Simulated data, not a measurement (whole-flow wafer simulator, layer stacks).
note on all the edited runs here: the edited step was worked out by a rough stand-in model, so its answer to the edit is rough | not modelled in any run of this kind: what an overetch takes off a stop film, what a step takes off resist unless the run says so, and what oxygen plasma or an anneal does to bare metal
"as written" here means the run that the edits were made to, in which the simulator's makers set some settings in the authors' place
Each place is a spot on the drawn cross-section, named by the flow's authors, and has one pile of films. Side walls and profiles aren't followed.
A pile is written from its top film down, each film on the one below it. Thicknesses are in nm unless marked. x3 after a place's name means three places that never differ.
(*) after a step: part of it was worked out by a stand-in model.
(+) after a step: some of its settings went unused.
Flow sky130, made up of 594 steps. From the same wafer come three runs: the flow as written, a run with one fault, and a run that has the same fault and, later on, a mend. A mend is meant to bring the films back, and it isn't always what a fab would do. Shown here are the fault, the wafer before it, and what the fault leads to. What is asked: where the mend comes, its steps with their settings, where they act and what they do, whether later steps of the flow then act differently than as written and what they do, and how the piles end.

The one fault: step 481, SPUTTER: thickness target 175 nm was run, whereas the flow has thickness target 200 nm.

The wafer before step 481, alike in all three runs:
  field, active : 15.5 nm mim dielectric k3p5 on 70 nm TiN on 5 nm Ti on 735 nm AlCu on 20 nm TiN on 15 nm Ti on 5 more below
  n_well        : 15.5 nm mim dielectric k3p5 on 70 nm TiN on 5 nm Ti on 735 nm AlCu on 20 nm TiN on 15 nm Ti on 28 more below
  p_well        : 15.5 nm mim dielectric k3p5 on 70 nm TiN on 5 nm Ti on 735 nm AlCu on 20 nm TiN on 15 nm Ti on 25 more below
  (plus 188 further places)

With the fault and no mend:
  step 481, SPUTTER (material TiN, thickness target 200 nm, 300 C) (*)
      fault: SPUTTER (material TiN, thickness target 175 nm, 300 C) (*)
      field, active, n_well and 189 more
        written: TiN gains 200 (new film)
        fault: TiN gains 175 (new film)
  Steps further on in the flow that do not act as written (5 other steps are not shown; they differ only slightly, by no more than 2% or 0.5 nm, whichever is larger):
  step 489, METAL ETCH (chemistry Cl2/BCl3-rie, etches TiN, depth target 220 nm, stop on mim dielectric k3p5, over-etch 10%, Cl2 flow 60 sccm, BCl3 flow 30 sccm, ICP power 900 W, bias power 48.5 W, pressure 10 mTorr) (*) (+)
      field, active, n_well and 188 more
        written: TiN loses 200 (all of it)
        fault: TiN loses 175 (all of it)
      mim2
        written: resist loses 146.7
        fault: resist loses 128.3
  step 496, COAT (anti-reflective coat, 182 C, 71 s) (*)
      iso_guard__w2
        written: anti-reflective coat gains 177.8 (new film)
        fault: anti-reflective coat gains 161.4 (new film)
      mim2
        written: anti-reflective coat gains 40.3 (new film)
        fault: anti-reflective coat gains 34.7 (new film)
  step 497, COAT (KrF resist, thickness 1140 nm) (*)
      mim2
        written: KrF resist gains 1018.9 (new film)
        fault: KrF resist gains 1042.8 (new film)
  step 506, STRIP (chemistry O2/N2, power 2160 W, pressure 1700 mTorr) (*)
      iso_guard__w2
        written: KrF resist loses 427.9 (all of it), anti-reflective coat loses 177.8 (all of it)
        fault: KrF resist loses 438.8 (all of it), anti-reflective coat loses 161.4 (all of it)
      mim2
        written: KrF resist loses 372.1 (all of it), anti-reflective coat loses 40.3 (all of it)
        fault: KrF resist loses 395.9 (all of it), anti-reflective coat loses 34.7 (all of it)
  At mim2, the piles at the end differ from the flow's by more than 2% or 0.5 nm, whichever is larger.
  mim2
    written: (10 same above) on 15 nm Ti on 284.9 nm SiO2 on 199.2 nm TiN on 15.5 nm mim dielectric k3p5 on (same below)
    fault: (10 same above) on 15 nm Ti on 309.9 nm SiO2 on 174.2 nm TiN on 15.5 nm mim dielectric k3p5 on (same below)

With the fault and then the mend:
  The mend stands after step 481.
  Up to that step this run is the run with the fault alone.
  step 481a, SPUTTER (material TiN, thickness target 25 nm, 300 C) (*) (the flow's step 481 again, with other settings)
      field, active, n_well and 189 more
        TiN gains 25
  Every later step of the flow that is run acts as written at every place that is followed.
  By the end, the piles equal the flow's at every place that both follow.
